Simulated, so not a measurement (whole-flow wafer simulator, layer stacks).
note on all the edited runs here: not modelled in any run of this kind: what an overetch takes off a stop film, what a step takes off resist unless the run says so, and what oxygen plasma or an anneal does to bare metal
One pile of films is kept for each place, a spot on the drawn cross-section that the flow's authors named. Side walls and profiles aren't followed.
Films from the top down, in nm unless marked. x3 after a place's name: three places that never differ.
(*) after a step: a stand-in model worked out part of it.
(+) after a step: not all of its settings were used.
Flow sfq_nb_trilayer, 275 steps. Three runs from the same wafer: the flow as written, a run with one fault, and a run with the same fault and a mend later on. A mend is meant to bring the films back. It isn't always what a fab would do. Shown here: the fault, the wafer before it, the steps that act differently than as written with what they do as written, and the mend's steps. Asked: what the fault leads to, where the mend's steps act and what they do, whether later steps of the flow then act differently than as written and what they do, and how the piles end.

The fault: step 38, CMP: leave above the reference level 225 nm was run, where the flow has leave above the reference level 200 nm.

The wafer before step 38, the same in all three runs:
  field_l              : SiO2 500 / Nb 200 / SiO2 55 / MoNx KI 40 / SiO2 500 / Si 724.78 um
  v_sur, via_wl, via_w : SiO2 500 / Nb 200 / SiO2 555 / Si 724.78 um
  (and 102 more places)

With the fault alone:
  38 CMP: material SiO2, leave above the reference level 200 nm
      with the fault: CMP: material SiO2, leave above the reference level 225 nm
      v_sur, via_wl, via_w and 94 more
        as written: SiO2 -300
        with the fault: SiO2 -275
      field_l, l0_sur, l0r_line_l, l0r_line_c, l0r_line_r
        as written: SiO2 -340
        with the fault: SiO2 -315
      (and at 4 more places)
  Later steps of the flow that act differently than as written (3 more steps differ only slightly, by at most 2% or 0.5 nm, whichever is larger, and aren't shown):
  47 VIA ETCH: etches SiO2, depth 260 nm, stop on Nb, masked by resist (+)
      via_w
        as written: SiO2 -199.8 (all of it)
        with the fault: SiO2 -224.8 (all of it)
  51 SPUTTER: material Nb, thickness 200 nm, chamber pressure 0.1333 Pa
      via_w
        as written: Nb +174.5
        with the fault: Nb +169.9
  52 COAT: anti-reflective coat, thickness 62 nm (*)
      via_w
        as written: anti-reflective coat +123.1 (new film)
        with the fault: anti-reflective coat +128.4 (new film)
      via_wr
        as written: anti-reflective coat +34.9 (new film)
        with the fault: anti-reflective coat +34.1 (new film)
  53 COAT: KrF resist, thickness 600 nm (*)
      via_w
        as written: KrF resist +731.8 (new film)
        with the fault: KrF resist +752.1 (new film)
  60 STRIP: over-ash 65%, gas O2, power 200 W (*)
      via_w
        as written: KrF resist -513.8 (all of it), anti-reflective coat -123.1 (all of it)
        with the fault: KrF resist -534.1 (all of it), anti-reflective coat -128.4 (all of it)
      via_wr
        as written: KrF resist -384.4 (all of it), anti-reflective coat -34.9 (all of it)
        with the fault: KrF resist -382.1 (all of it), anti-reflective coat -34.1 (all of it)
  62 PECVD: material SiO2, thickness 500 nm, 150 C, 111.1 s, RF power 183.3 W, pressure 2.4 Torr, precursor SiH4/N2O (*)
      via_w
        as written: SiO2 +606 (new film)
        with the fault: SiO2 +635.7 (new film)
  At the end the piles differ from the flow's by more than 2% or 0.5 nm, whichever is larger, at v_sur, via_wl, via_w and 30 more.
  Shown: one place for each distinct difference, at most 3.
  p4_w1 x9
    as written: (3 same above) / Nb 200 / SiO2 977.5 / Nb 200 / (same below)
    with the fault: (3 same above) / Nb 200 / SiO2 1002.5 / Nb 200 / (same below)
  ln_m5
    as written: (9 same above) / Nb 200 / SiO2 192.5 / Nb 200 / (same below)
    with the fault: (9 same above) / Nb 200 / SiO2 217.5 / Nb 200 / (same below)
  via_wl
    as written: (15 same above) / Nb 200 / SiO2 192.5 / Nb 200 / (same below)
    with the fault: (15 same above) / Nb 200 / SiO2 217.5 / Nb 200 / (same below)

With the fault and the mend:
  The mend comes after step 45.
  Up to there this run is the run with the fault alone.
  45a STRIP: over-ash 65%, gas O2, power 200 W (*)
      field_l, v_sur, via_wl and 102 more
        KrF resist -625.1 (all of it), anti-reflective coat -62 (all of it)
      via_w
        anti-reflective coat -62 (all of it)
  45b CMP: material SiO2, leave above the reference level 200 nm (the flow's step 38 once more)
      field_l, v_sur, via_wl and 103 more
        SiO2 -25
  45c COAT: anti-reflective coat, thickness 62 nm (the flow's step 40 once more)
      field_l, v_sur, via_wl and 103 more
        anti-reflective coat +62 (new film)
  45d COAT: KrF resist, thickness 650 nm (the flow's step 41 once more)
      field_l, v_sur, via_wl and 103 more
        KrF resist +650 (new film)
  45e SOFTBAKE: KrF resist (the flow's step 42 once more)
      changes no film at any place that is followed
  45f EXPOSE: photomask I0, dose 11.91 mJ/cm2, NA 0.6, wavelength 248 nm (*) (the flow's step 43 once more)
      changes no film at any place that is followed
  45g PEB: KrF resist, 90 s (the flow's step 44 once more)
      field_l, v_sur, via_wl and 103 more
        KrF resist -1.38
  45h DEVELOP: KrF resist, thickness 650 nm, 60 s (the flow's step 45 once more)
      field_l, v_sur, via_wl and 102 more
        KrF resist -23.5
      via_w
        KrF resist -648.6 (all of it)
  No later step of the flow acts differently than as written at any place that is followed.
  At the end the piles are the same as the flow's at every place that both follow.
